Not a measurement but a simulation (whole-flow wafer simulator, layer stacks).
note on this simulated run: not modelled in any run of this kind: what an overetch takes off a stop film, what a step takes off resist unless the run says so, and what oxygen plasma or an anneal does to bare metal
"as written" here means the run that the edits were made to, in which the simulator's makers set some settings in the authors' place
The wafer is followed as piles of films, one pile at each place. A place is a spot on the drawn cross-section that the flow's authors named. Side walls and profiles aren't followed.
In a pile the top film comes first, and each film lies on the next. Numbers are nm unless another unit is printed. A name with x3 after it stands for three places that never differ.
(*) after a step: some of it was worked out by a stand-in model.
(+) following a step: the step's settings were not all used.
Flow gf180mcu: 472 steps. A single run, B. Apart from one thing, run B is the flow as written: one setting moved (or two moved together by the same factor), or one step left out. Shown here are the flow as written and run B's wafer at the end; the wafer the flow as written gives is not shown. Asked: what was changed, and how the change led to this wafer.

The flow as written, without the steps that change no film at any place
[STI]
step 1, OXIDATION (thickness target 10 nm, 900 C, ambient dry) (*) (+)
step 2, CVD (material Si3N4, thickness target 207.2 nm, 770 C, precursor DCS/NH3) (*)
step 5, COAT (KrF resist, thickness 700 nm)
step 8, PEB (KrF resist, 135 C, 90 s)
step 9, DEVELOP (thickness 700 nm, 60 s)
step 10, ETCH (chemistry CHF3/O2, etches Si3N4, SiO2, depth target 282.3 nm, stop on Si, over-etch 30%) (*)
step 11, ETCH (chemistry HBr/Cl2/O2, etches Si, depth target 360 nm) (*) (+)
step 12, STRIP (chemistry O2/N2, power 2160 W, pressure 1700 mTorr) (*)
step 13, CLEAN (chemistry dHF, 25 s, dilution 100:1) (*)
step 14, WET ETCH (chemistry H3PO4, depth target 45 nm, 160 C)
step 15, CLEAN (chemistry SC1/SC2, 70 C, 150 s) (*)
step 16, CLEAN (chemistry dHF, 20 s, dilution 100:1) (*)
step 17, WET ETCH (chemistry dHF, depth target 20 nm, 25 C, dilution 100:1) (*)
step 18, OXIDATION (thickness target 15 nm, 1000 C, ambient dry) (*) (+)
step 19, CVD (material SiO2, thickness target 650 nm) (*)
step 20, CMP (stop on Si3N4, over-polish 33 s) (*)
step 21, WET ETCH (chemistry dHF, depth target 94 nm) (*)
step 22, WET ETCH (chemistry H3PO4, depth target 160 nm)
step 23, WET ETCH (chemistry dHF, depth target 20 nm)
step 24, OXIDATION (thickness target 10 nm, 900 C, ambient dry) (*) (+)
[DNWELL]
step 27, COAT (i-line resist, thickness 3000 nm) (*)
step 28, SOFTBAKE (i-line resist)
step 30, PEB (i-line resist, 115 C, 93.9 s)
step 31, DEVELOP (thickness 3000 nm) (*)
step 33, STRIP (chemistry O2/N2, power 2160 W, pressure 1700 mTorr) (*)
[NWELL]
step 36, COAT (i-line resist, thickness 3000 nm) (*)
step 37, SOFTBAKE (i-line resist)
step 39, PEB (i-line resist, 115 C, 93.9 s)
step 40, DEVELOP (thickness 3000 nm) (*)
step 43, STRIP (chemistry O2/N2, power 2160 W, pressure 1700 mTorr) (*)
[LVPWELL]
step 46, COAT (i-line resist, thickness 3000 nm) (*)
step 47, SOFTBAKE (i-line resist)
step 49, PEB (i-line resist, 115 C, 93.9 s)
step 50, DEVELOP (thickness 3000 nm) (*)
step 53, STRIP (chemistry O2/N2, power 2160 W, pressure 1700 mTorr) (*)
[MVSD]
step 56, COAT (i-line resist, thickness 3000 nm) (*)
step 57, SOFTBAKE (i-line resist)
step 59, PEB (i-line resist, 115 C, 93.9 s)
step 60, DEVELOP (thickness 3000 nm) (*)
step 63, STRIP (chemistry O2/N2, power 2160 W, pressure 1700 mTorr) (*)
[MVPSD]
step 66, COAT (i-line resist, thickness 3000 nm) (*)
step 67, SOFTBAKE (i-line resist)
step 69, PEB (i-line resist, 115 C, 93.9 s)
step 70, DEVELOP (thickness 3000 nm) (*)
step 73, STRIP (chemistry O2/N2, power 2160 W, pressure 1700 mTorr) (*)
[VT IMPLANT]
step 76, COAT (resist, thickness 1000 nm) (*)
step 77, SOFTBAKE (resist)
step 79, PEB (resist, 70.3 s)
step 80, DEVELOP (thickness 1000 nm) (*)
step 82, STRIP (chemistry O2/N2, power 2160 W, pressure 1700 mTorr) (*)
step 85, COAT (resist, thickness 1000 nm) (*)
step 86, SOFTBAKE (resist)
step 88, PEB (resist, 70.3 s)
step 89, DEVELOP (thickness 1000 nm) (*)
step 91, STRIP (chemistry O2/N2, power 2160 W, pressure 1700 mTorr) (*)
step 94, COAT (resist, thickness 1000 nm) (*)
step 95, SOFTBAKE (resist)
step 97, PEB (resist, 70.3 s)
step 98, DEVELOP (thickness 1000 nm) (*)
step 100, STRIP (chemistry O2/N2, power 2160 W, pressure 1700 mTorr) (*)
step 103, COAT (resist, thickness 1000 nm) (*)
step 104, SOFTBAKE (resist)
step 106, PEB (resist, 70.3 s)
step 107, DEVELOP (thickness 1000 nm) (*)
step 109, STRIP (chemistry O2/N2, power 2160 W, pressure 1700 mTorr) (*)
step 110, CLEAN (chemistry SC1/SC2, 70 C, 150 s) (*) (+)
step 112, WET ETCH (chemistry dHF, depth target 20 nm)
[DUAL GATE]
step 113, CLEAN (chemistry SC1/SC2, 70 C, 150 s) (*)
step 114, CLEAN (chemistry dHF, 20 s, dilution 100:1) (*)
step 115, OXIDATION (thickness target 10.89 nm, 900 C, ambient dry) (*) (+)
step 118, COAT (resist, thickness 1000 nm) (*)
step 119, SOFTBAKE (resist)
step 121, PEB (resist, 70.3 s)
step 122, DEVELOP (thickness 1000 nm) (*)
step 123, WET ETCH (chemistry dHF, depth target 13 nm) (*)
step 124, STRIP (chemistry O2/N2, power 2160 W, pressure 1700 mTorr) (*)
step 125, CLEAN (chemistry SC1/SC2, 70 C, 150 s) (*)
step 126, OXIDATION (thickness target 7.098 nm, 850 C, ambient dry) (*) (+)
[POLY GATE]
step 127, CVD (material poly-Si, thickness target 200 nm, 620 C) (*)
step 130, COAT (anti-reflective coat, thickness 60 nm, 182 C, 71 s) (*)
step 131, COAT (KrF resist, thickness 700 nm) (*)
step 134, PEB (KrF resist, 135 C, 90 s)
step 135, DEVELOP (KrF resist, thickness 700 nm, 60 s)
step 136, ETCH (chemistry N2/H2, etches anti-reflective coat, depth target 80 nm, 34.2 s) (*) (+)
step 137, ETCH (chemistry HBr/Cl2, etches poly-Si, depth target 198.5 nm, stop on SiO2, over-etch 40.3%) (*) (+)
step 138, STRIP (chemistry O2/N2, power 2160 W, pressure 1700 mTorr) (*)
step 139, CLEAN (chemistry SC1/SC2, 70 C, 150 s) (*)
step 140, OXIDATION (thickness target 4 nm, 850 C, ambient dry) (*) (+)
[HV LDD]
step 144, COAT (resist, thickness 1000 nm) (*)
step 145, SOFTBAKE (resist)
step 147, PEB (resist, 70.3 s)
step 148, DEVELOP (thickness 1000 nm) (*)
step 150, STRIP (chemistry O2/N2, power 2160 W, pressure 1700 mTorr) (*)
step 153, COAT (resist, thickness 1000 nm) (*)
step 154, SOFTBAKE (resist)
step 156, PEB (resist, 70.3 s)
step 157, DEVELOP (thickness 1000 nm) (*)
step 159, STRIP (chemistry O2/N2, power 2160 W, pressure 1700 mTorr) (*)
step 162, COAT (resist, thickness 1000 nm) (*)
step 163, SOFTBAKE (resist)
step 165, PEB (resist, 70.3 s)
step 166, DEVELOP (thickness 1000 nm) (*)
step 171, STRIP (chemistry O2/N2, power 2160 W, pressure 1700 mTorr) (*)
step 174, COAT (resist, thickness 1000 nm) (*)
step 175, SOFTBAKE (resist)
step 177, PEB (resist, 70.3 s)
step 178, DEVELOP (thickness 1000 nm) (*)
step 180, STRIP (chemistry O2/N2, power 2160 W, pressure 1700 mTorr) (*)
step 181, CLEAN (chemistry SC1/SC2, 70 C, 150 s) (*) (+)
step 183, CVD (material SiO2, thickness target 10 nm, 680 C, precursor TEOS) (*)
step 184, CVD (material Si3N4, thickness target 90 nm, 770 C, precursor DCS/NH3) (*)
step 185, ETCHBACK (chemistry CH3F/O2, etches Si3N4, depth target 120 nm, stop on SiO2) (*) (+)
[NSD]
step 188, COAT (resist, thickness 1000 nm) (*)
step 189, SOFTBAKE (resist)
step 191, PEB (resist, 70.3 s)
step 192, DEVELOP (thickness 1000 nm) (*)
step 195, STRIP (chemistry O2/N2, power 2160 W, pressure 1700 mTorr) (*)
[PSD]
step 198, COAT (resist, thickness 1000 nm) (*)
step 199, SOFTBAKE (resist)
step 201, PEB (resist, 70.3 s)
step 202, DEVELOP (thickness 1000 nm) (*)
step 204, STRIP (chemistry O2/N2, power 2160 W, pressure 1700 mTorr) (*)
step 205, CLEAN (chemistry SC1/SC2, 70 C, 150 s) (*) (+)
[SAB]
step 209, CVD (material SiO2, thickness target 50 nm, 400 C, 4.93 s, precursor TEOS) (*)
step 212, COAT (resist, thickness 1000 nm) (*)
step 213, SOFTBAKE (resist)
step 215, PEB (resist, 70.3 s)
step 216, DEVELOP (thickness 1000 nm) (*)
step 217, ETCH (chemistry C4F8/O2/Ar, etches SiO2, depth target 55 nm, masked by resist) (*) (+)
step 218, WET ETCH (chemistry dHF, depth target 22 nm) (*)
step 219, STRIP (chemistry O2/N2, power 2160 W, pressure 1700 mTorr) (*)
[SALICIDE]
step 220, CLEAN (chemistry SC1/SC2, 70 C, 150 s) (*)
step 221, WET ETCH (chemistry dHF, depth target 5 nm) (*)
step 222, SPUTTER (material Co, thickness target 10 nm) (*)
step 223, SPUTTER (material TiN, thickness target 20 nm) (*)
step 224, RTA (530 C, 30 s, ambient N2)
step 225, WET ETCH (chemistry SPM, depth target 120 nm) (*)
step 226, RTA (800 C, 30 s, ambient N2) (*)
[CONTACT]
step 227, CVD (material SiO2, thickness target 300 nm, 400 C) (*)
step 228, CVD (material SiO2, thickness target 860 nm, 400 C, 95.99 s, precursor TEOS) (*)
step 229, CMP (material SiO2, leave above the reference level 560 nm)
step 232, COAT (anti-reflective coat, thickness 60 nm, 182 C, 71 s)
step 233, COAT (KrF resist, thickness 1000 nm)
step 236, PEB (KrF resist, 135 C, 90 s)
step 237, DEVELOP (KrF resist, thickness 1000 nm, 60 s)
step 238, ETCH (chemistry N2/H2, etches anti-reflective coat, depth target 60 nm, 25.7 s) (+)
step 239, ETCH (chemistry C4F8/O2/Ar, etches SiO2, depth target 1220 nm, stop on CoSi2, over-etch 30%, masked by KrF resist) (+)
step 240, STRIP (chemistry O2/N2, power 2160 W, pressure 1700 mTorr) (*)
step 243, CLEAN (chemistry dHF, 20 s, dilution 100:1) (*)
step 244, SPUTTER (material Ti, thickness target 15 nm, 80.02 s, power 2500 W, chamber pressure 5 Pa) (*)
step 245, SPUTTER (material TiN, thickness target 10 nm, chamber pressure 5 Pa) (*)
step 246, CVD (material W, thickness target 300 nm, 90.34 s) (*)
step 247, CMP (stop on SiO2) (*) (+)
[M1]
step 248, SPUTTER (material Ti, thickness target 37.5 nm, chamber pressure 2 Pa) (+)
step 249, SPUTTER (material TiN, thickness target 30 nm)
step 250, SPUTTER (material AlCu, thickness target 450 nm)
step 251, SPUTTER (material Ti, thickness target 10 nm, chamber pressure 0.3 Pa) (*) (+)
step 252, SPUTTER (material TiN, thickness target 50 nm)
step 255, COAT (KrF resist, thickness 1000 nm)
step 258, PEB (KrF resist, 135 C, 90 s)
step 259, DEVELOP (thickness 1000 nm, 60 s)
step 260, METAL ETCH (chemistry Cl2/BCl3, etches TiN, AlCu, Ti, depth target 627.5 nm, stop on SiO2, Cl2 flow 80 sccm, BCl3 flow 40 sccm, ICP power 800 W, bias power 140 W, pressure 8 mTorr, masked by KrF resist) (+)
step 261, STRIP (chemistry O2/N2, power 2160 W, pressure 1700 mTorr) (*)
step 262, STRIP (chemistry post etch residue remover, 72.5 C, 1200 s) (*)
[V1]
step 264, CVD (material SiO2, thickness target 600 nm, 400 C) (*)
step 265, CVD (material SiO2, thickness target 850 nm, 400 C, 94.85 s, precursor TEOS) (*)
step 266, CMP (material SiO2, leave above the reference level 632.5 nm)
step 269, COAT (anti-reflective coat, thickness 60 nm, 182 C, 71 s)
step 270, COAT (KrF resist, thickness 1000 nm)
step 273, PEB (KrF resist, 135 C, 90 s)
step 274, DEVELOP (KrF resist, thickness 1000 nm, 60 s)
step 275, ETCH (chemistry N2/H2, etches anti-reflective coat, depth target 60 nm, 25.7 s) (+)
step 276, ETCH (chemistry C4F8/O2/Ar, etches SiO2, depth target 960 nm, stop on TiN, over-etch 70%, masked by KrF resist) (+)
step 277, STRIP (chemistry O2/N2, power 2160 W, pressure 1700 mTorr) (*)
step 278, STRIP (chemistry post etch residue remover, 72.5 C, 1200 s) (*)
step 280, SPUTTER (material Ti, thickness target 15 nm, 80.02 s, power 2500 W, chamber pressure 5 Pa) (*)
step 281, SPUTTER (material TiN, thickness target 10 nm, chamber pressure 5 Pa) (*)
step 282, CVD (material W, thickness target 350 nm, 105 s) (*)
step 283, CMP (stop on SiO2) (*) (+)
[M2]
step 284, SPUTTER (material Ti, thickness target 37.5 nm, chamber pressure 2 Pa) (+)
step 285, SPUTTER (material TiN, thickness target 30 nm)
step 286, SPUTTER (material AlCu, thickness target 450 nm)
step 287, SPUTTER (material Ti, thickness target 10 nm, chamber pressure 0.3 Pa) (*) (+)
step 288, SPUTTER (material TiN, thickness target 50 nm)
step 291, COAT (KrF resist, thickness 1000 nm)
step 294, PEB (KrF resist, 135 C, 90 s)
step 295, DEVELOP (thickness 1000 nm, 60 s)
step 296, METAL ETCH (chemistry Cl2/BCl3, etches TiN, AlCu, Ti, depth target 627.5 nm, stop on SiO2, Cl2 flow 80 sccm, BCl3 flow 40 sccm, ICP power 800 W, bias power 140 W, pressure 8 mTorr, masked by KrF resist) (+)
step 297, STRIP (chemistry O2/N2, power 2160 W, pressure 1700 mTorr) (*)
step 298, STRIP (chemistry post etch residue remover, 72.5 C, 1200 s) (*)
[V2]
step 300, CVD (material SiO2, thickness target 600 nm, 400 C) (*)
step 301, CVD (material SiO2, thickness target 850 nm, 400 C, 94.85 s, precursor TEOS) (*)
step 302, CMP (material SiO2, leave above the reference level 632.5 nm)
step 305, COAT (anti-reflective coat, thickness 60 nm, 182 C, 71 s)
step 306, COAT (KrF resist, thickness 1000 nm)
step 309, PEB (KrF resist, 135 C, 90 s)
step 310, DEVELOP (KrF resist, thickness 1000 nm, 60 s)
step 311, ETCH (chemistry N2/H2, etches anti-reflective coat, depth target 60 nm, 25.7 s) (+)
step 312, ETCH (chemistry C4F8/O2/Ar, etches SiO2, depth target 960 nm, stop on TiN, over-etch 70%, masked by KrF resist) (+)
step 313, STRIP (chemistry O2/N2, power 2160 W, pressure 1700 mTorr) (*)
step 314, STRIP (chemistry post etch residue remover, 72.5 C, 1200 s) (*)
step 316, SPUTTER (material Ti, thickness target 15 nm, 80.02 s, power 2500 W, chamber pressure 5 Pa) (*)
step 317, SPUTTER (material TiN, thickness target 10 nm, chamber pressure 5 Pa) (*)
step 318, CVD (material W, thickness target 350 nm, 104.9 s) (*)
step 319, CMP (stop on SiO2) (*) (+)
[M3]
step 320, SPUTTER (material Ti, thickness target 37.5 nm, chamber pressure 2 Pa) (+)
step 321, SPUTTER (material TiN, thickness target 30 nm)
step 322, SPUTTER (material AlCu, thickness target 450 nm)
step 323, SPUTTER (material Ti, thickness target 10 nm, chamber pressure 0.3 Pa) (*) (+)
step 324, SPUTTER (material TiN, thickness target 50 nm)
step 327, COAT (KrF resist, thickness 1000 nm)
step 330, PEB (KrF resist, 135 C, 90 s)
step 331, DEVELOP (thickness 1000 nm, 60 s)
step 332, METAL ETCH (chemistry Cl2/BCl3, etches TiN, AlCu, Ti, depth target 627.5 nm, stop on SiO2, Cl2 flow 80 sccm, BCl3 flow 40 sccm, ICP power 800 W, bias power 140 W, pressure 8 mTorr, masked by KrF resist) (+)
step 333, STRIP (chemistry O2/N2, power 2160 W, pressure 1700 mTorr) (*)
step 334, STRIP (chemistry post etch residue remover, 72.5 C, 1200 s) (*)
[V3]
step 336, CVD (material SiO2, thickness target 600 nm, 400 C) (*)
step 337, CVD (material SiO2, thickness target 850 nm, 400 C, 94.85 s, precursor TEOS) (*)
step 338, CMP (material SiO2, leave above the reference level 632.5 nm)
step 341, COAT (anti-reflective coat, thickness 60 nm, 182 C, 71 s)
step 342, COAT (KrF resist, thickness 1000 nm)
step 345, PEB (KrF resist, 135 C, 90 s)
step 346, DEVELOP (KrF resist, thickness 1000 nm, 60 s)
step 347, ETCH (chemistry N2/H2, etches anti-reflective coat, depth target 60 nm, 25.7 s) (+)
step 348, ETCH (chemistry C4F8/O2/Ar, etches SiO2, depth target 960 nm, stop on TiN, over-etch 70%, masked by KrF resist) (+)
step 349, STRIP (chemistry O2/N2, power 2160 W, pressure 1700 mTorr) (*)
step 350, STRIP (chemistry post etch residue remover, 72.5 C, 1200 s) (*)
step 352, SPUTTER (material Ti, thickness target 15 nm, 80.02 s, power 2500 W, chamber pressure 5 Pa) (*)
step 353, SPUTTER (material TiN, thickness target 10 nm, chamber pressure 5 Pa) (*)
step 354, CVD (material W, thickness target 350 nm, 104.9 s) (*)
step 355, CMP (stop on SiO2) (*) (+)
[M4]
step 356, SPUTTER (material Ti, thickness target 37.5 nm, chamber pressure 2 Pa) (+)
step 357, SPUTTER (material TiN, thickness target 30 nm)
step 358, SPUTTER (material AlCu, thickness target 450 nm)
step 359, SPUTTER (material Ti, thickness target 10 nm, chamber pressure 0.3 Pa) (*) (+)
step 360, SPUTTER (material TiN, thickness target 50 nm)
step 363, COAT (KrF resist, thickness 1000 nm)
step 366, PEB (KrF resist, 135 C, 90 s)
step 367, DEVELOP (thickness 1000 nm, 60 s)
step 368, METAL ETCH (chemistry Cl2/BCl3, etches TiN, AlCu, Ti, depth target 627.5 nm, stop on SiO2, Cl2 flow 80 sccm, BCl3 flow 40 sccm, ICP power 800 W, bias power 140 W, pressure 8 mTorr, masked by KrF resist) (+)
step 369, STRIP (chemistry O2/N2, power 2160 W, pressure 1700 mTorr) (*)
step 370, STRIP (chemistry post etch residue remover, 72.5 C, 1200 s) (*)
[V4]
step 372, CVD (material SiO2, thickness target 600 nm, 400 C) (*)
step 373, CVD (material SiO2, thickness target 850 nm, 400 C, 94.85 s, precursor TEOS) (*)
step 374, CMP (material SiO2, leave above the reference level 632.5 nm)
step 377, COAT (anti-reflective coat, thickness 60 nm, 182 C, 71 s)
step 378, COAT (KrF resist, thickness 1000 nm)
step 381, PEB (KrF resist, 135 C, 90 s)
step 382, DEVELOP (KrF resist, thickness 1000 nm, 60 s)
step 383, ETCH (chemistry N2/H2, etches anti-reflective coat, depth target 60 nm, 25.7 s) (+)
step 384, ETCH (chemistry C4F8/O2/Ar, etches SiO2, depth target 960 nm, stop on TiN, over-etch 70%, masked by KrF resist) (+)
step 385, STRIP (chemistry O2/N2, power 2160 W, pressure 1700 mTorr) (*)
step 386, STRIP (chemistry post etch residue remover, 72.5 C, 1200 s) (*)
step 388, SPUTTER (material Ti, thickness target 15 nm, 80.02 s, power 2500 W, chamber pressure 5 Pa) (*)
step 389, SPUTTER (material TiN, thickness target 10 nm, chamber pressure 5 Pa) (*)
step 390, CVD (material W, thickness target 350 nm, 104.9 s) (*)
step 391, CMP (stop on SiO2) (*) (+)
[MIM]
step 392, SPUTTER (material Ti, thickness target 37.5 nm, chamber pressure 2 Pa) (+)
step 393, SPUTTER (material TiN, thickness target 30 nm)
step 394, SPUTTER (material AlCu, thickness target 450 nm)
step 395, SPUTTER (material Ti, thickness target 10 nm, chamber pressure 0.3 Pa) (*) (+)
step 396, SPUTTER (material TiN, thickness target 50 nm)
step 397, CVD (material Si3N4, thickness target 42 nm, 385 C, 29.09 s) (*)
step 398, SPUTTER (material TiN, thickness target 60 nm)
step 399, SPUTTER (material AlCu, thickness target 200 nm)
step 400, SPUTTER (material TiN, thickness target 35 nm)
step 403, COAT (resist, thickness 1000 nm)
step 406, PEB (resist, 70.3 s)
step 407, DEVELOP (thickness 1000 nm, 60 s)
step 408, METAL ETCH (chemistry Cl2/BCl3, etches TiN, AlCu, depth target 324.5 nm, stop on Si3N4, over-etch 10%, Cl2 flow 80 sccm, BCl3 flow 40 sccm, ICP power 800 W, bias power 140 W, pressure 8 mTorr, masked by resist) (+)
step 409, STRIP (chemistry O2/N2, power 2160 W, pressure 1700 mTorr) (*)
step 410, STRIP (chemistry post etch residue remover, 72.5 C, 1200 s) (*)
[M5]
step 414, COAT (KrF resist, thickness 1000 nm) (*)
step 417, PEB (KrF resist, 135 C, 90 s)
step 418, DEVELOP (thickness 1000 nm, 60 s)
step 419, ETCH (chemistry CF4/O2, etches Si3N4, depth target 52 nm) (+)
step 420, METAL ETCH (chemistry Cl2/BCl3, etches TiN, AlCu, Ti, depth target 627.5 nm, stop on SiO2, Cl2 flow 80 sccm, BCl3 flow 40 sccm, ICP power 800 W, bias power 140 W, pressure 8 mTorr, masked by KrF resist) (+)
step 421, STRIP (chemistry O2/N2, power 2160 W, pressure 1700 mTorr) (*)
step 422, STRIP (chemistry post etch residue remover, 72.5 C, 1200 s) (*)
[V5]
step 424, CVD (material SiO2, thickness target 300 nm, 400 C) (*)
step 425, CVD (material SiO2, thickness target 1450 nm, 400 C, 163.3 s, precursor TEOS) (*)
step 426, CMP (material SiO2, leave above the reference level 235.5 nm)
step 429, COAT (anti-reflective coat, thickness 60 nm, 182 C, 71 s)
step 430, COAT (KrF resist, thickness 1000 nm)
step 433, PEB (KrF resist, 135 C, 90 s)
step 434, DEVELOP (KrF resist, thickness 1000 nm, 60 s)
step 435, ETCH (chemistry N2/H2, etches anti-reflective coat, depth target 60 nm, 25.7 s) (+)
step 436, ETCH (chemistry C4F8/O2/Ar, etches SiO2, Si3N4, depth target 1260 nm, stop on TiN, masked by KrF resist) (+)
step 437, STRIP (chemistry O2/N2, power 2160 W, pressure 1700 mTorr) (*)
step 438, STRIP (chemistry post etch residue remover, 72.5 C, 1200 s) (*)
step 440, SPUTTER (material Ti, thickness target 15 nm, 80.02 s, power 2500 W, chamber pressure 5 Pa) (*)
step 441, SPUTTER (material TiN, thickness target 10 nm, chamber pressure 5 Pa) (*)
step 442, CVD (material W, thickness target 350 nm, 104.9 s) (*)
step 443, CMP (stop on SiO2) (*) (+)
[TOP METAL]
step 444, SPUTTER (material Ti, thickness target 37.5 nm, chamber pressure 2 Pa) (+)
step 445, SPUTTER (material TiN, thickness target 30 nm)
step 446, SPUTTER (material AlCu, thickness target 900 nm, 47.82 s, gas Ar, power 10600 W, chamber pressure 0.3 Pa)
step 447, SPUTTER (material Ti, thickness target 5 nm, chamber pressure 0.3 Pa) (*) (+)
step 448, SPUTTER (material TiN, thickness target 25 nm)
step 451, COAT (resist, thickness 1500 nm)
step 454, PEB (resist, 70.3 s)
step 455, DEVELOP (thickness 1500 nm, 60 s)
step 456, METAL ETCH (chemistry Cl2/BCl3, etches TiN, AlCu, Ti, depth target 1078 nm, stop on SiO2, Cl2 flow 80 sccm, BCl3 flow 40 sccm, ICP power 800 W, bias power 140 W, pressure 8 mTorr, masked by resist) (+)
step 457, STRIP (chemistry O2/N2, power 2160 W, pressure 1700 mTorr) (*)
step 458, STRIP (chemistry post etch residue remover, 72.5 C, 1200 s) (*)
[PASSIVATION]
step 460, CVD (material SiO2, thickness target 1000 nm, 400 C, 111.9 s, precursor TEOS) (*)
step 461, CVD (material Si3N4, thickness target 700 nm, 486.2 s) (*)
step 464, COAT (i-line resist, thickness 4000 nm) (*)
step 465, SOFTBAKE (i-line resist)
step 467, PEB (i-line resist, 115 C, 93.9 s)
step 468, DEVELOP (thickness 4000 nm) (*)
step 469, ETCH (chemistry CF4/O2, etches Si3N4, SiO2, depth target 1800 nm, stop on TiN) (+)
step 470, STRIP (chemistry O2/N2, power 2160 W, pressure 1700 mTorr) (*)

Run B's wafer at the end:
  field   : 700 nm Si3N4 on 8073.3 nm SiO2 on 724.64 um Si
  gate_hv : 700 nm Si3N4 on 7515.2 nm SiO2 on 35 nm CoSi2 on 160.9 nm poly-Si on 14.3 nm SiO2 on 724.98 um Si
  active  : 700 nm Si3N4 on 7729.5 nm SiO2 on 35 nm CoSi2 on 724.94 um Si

What caused this: step 229, CMP: leave above the reference level 406 nm was run, though the flow has leave above the reference level 560 nm.

The path from the change to this, step by step:
  step 229, CMP (material SiO2, leave above the reference level 560 nm)
      gate_hv, gate_nat, ld_gate_n and 11 more: SiO2 loses 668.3 (as written it would have been: SiO2 loses 514.3)
      ldn_sep__w1, ldn_sep__w2, ldn_dft and 8 more: SiO2 loses 465 (as written it would have been: SiO2 loses 311)
      (also at 86 further places)
  step 239, ETCH (chemistry C4F8/O2/Ar, etches SiO2, depth target 1220 nm, stop on CoSi2, over-etch 30%, masked by KrF resist) (+)
      field, field__w1, field__w2 and 105 more: KrF resist loses 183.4 (as written it would have been: KrF resist loses 223.5)
      polyc_n, polyc_p: SiO2 loses 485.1 (all of it) (as written it would have been: SiO2 loses 639.1 (all of it))
      (also at 1 further place)
  step 240, STRIP (chemistry O2/N2, power 2160 W, pressure 1700 mTorr) (*)
      field, field__w1, field__w2 and 105 more: KrF resist loses 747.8 (all of it), anti-reflective coat loses 60 (all of it) (as written it would have been: KrF resist loses 707.7 (all of it), anti-reflective coat loses 60 (all of it))
  step 244, SPUTTER (material Ti, thickness target 15 nm, 80.02 s, power 2500 W, chamber pressure 5 Pa) (*)
      contact: Ti gains 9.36 (new film) (as written it would have been: Ti gains 8.55 (new film))
  step 245, SPUTTER (material TiN, thickness target 10 nm, chamber pressure 5 Pa) (*)
      contact: TiN gains 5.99 (new film) (as written it would have been: TiN gains 5.48 (new film))
  step 246, CVD (material W, thickness target 300 nm, 90.34 s) (*)
      polyc_n, polyc_p: W gains 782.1 (new film) (as written it would have been: W gains 936.1 (new film))
      contact: W gains 1012.2 (new film) (as written it would have been: W gains 1167.5 (new film))
